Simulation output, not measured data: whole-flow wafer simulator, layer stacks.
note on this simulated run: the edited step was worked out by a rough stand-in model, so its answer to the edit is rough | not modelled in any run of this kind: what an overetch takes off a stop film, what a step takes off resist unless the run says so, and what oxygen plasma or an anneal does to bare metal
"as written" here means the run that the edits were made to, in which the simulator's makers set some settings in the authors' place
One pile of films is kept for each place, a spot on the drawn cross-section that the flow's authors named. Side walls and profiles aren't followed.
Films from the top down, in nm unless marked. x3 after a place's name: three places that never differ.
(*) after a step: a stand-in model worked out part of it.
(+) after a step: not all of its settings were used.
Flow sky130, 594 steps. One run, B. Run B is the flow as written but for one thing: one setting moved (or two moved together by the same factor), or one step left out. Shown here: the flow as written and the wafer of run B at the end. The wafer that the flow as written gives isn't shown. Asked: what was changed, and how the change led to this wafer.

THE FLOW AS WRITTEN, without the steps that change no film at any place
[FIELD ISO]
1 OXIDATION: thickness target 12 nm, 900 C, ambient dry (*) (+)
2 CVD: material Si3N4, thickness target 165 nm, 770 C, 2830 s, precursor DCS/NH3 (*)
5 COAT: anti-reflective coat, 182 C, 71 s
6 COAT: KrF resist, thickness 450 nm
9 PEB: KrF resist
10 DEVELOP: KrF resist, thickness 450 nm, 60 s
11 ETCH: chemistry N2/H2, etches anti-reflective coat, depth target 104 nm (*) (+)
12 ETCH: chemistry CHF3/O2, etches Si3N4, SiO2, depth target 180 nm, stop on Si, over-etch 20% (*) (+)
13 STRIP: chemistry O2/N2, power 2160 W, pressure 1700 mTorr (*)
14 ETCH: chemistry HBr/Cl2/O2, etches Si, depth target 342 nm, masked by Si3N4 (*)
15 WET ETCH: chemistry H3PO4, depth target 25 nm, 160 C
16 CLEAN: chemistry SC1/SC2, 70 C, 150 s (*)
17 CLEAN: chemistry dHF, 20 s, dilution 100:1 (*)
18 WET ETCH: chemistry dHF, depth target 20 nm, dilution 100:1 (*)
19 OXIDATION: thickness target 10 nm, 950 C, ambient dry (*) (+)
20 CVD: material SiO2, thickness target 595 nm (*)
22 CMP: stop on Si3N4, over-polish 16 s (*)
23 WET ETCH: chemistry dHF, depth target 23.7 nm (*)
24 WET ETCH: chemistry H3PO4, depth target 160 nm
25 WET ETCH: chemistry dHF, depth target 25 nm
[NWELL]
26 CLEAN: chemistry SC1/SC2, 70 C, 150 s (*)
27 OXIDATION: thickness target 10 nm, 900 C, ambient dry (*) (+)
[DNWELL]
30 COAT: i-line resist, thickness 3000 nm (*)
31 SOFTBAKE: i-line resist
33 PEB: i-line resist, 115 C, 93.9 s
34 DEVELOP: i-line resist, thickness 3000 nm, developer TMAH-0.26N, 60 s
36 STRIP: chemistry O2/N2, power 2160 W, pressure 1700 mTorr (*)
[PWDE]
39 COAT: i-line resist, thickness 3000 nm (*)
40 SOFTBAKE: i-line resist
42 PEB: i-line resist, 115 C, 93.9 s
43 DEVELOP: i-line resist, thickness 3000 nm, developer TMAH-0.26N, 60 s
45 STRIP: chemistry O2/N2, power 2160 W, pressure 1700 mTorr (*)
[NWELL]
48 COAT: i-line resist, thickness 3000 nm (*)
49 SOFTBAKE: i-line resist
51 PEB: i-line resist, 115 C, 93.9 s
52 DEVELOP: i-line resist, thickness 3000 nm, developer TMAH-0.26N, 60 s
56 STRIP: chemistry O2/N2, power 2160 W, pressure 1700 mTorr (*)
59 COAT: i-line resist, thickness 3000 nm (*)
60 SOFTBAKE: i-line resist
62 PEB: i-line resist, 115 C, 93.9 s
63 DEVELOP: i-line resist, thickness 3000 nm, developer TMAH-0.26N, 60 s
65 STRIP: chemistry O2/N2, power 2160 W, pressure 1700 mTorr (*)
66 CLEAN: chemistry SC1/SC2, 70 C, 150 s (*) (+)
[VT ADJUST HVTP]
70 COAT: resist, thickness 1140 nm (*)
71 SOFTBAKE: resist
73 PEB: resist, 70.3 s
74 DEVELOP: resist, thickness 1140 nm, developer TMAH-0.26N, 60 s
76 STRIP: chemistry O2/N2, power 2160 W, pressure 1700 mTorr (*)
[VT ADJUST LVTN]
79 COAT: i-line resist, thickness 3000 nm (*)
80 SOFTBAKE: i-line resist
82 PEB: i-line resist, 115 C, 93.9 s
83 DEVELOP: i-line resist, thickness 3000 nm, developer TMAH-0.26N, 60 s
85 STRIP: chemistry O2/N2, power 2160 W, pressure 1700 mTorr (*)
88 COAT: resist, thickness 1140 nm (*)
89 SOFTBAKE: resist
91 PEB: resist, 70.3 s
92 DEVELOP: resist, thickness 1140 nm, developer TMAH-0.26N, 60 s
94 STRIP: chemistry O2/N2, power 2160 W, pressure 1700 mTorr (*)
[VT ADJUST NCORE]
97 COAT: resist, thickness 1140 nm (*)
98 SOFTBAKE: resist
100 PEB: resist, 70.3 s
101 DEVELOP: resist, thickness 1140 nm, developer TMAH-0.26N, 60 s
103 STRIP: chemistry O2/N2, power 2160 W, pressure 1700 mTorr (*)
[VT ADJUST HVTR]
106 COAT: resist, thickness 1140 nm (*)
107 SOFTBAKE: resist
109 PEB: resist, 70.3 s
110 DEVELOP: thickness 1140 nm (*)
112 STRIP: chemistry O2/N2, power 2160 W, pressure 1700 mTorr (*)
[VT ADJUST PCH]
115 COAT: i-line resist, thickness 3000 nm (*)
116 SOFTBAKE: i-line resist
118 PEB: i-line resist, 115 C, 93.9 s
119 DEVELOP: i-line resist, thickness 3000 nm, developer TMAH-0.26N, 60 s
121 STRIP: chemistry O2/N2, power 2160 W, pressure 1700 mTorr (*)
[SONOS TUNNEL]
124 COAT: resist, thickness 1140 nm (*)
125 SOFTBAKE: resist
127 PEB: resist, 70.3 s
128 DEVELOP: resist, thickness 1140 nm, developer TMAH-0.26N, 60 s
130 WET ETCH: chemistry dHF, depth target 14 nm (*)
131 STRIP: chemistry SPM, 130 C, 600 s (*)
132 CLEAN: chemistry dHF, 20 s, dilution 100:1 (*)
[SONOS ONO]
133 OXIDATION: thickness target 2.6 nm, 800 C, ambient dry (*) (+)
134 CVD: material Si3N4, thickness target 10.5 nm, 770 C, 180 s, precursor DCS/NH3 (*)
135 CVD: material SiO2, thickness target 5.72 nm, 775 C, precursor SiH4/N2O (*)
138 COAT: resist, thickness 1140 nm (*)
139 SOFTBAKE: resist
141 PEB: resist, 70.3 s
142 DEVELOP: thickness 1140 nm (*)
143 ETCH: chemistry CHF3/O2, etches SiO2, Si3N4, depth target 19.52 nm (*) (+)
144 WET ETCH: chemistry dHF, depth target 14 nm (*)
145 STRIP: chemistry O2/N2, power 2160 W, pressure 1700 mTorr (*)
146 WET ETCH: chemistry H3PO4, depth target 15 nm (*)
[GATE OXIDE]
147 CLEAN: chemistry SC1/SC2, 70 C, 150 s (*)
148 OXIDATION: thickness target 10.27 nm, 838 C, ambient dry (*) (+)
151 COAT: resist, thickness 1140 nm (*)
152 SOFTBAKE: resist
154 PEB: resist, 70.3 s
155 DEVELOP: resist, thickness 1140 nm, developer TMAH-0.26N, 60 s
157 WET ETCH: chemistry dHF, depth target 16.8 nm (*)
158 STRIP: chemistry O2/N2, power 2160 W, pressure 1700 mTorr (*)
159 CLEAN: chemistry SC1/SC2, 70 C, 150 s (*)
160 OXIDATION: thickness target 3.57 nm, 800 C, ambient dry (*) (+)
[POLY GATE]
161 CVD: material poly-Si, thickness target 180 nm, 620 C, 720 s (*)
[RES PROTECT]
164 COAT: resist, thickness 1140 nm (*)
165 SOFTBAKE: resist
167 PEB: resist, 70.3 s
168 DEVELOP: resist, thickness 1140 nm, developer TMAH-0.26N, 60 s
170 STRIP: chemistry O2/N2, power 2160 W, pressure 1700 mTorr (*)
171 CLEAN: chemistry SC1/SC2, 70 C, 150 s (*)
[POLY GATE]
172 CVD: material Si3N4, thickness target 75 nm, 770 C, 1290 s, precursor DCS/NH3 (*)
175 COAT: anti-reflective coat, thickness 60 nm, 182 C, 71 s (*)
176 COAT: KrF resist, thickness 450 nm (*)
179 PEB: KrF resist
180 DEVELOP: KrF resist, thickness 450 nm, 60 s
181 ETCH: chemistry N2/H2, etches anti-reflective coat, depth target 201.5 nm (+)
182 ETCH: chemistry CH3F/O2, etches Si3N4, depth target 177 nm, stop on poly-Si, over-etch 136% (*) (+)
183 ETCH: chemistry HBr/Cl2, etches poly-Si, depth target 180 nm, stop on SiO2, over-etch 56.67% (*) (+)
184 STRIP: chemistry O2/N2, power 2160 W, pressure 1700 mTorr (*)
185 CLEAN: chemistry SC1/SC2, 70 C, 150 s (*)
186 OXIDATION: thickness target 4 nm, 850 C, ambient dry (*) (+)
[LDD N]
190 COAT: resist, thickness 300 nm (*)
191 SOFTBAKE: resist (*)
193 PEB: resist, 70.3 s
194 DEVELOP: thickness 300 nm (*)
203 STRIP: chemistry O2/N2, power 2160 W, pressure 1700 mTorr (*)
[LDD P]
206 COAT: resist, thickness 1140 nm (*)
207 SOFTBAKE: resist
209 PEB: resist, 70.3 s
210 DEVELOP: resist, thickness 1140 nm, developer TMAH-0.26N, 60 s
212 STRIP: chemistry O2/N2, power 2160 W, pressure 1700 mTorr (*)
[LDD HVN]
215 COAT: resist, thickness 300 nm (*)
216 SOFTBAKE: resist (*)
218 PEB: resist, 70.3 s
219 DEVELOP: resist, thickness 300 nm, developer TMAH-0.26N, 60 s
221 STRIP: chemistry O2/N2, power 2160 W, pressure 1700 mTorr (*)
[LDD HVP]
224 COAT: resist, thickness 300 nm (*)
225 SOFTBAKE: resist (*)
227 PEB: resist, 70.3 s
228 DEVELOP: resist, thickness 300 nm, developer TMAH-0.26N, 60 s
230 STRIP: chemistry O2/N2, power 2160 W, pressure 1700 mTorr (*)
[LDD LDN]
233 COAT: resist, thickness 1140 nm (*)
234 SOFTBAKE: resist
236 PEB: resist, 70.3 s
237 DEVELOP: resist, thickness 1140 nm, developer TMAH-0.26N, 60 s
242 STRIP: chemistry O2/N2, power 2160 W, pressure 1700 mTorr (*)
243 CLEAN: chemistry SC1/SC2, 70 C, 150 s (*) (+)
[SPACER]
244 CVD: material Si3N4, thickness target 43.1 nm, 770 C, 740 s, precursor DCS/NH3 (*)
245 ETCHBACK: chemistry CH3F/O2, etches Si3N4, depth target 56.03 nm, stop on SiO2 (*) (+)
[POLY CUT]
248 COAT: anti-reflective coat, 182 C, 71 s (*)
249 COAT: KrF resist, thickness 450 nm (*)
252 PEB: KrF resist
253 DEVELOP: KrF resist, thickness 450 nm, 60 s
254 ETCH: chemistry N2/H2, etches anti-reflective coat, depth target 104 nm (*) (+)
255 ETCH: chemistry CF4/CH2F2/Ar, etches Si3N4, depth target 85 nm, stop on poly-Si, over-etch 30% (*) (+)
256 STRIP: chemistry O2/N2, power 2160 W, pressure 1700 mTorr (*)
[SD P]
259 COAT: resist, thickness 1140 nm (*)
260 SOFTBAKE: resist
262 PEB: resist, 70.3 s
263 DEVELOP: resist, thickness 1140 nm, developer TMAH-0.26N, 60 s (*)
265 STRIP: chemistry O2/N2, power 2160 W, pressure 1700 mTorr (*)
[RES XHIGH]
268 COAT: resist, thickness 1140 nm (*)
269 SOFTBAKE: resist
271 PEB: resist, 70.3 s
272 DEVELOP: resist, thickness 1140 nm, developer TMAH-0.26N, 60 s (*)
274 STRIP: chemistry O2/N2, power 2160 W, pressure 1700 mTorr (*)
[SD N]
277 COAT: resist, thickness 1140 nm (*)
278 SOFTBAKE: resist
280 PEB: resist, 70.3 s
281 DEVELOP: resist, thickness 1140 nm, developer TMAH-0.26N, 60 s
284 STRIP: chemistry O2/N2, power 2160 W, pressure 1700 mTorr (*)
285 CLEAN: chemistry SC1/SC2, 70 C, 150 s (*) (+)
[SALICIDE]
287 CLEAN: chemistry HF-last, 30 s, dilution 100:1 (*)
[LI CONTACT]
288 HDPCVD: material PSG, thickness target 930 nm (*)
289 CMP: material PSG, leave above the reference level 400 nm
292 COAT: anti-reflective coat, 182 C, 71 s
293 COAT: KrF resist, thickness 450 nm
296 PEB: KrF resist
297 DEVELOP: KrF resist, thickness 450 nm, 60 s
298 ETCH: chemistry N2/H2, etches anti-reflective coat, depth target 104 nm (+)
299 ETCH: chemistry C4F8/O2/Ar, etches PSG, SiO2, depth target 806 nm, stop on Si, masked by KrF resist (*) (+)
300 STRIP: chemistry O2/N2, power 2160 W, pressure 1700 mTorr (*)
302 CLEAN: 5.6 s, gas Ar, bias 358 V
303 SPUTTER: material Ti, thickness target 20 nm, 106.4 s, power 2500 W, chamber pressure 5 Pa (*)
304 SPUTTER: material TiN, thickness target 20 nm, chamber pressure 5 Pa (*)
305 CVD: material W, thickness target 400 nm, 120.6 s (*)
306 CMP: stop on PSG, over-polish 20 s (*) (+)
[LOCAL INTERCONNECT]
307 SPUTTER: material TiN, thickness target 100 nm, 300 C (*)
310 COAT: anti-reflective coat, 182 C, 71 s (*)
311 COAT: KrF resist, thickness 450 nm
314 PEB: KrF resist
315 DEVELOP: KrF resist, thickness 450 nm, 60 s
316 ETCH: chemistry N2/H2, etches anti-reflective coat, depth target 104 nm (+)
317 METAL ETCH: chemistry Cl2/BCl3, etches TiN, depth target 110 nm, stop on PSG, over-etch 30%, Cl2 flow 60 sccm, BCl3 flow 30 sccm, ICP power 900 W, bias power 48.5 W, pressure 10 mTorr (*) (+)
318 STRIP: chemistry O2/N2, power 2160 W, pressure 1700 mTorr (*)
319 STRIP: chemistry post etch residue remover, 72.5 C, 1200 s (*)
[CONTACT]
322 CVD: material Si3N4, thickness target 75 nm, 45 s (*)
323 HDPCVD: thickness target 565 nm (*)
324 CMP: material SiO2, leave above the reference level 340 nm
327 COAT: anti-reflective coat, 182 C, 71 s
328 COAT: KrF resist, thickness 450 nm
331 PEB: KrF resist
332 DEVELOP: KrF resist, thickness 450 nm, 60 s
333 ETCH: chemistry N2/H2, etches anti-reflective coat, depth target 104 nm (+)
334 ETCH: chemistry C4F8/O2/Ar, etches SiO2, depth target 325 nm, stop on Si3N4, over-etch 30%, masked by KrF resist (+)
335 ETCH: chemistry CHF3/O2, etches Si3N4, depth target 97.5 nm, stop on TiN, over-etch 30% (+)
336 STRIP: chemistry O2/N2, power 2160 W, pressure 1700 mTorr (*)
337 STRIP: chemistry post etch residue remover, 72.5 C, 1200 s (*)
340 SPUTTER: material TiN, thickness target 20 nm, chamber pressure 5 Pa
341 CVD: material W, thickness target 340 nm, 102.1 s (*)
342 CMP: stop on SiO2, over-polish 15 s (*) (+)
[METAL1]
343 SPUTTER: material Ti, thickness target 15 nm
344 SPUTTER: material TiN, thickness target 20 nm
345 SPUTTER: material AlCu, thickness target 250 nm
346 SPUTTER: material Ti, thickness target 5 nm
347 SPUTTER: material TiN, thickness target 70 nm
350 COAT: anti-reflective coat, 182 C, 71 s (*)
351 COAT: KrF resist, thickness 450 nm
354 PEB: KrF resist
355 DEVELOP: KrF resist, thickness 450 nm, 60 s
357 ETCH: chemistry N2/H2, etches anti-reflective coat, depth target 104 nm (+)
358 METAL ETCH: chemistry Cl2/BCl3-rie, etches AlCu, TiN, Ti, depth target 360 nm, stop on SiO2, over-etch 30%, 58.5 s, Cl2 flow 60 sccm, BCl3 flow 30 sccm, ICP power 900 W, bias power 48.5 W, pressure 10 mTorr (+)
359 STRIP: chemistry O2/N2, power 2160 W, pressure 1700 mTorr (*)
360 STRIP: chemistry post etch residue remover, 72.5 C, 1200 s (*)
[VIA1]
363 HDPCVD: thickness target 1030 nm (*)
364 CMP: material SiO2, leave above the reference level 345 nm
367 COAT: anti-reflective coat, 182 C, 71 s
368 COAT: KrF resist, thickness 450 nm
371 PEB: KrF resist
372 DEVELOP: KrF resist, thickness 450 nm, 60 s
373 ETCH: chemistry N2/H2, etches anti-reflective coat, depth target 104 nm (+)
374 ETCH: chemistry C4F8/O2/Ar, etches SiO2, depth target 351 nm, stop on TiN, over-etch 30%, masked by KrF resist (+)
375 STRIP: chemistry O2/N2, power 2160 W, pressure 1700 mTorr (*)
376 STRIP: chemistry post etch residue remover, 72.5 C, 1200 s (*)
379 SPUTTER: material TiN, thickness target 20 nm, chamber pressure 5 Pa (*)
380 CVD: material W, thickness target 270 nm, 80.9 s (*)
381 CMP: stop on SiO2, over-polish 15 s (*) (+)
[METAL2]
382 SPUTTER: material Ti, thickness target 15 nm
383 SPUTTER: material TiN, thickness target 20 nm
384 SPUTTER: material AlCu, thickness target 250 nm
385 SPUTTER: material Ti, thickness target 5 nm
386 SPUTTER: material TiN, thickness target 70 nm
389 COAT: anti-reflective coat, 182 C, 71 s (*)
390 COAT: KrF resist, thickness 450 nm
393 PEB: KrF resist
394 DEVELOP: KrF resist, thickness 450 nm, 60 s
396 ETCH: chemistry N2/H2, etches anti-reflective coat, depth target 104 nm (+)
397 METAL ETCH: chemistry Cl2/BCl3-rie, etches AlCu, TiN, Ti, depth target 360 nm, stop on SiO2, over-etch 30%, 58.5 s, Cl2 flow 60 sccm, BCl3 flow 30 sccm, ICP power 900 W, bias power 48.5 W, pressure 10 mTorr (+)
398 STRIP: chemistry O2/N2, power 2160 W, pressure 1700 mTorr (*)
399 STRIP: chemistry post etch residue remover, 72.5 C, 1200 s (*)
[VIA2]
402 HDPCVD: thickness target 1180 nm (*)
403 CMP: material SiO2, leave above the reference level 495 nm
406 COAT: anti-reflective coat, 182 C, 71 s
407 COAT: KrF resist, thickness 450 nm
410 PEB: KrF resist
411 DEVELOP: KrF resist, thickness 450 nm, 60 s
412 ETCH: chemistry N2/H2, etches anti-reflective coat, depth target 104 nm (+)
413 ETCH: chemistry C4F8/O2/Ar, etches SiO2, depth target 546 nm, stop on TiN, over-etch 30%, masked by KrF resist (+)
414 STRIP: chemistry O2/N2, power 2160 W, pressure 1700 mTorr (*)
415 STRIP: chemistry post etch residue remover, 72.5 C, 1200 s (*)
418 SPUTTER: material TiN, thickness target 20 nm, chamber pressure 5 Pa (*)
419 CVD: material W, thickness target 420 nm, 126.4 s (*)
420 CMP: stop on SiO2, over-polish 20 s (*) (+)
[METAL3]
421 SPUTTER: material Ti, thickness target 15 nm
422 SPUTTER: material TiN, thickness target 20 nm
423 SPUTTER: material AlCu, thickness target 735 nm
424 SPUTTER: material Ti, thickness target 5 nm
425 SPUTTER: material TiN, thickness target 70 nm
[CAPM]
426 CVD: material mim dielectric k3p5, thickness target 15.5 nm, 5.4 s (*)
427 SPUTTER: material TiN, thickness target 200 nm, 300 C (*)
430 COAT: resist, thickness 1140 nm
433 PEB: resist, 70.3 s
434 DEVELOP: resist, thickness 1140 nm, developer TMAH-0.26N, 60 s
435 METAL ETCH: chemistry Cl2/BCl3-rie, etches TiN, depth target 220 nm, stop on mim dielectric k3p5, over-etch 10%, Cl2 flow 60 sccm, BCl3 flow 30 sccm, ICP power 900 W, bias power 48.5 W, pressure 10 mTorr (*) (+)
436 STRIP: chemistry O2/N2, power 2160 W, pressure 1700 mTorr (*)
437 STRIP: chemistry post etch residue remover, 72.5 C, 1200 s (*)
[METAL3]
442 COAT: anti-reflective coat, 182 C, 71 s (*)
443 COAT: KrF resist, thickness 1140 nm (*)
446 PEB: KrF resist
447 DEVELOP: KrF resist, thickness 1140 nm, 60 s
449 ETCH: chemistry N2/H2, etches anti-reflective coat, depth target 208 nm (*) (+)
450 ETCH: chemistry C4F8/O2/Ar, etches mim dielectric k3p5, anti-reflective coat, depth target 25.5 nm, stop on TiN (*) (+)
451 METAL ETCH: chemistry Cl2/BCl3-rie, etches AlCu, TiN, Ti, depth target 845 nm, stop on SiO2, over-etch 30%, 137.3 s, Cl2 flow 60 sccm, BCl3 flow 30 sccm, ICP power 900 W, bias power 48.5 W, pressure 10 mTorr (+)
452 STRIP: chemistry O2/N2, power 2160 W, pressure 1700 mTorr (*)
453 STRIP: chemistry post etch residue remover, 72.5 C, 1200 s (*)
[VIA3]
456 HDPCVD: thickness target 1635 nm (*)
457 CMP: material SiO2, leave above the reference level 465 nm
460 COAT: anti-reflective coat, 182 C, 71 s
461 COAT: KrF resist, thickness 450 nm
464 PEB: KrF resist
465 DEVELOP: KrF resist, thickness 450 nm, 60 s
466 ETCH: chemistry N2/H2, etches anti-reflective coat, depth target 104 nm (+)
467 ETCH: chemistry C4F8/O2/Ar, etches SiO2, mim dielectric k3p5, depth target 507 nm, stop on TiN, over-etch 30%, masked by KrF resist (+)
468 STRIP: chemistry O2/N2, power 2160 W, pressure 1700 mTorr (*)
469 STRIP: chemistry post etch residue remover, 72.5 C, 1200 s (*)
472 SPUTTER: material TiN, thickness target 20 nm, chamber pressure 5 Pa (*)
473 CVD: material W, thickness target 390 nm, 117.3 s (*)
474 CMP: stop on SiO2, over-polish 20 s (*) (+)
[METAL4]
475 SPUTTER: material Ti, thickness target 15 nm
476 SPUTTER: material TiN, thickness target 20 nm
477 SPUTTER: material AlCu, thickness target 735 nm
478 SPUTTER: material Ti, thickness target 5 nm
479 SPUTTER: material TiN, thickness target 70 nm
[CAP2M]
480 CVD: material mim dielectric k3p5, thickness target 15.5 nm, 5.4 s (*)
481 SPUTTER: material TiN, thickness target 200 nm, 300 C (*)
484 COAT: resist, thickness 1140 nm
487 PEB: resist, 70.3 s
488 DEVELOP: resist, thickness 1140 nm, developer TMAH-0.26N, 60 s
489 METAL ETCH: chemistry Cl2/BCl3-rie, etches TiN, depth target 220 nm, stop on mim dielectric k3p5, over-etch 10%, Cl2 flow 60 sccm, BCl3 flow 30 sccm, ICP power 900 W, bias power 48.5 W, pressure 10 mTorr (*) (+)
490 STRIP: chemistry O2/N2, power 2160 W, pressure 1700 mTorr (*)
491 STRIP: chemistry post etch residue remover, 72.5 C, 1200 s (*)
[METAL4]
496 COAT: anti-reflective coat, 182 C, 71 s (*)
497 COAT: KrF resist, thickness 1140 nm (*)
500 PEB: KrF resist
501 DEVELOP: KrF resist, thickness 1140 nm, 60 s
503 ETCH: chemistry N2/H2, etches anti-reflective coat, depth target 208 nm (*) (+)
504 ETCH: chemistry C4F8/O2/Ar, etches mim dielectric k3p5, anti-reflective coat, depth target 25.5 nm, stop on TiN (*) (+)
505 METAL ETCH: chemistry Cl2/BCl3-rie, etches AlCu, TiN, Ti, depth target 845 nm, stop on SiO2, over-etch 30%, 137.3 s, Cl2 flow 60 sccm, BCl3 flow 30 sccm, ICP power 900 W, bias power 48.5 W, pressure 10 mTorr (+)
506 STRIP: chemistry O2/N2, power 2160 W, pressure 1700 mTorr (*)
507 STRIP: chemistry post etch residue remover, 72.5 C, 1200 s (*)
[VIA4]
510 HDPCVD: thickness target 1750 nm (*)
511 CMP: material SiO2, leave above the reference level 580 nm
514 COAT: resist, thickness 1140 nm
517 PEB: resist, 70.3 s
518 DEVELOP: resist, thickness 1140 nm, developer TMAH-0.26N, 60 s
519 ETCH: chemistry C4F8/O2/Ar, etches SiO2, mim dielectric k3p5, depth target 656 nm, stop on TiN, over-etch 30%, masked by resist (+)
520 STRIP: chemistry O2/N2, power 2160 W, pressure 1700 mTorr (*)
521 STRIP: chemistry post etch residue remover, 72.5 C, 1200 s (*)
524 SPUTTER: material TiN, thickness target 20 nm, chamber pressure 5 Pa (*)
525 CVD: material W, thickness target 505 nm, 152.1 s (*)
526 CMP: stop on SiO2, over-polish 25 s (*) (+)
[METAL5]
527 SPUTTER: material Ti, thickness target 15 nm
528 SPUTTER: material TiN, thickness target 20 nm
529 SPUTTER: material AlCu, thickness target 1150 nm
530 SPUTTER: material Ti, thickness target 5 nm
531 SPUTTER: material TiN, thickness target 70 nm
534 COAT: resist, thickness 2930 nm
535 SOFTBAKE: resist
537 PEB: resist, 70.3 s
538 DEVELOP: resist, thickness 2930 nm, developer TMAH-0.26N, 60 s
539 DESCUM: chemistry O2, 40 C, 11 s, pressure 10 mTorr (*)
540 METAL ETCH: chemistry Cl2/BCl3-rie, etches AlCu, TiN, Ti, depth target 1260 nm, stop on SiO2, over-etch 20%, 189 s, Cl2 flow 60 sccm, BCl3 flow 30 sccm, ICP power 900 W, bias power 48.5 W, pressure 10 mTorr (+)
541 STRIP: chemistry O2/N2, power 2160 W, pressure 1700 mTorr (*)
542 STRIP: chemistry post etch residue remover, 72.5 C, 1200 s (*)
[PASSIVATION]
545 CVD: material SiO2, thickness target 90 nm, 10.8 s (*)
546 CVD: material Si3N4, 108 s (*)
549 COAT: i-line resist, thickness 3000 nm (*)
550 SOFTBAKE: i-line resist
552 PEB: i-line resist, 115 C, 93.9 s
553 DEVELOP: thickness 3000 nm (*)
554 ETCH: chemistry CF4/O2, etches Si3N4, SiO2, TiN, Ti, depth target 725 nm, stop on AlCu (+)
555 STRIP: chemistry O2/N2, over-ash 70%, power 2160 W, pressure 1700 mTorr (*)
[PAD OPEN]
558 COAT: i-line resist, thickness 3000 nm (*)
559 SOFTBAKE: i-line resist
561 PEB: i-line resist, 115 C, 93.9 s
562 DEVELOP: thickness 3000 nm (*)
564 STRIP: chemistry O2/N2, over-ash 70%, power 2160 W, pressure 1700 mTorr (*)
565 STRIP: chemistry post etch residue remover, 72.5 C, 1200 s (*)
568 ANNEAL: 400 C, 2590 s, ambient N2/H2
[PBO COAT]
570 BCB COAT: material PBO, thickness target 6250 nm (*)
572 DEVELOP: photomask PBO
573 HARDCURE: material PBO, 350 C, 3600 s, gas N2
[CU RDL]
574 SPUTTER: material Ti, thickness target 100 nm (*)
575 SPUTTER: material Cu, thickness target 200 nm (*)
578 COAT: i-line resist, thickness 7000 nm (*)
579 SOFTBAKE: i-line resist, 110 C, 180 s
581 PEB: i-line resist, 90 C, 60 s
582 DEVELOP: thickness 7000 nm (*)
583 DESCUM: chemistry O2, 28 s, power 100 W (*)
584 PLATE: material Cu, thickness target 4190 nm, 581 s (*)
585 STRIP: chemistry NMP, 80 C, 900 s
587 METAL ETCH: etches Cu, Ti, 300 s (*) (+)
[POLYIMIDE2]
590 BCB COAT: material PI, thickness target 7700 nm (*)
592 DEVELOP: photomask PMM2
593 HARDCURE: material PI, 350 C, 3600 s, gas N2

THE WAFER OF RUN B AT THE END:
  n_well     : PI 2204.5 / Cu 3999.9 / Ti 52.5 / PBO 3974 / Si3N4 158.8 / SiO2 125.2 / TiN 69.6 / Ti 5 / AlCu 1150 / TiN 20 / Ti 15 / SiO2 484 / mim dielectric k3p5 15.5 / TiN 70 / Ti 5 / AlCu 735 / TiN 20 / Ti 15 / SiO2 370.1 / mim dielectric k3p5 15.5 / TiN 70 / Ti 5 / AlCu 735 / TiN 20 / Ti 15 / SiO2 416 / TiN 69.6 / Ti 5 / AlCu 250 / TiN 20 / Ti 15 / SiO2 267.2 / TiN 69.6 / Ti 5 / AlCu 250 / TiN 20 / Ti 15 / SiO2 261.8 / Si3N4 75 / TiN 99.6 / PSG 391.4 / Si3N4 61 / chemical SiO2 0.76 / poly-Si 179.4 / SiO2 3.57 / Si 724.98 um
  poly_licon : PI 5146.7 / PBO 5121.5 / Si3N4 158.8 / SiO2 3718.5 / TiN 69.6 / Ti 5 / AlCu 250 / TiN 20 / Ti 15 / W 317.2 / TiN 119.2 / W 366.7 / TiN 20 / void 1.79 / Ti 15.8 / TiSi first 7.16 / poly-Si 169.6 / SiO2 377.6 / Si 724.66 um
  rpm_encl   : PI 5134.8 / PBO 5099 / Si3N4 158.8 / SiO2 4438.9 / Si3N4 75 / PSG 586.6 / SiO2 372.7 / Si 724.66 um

The cause: step 574, SPUTTER: thickness target 52.5 nm was run, where the flow has thickness target 100 nm.
It can be read off the wafer: n_well has Ti 52.5, and step 574 as written asks for 100 nm.

How the change led to this, step by step:
  574 SPUTTER: material Ti, thickness target 100 nm (*)
      field, active, n_well and 190 more: Ti +52.5 (new film) (as written it would be: Ti +100 (new film))
  587 METAL ETCH: etches Cu, Ti, 300 s (*) (+)
      field, active, gate and 167 more: Cu -200 (all of it), Ti -52.5 (all of it) (as written it would be: Cu -200 (all of it), Ti -100 (all of it))
  590 BCB COAT: material PI, thickness target 7700 nm (*)
      de16_gate_nw: PI +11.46 um (new film) (as written it would be: PI +11.5 um (new film))
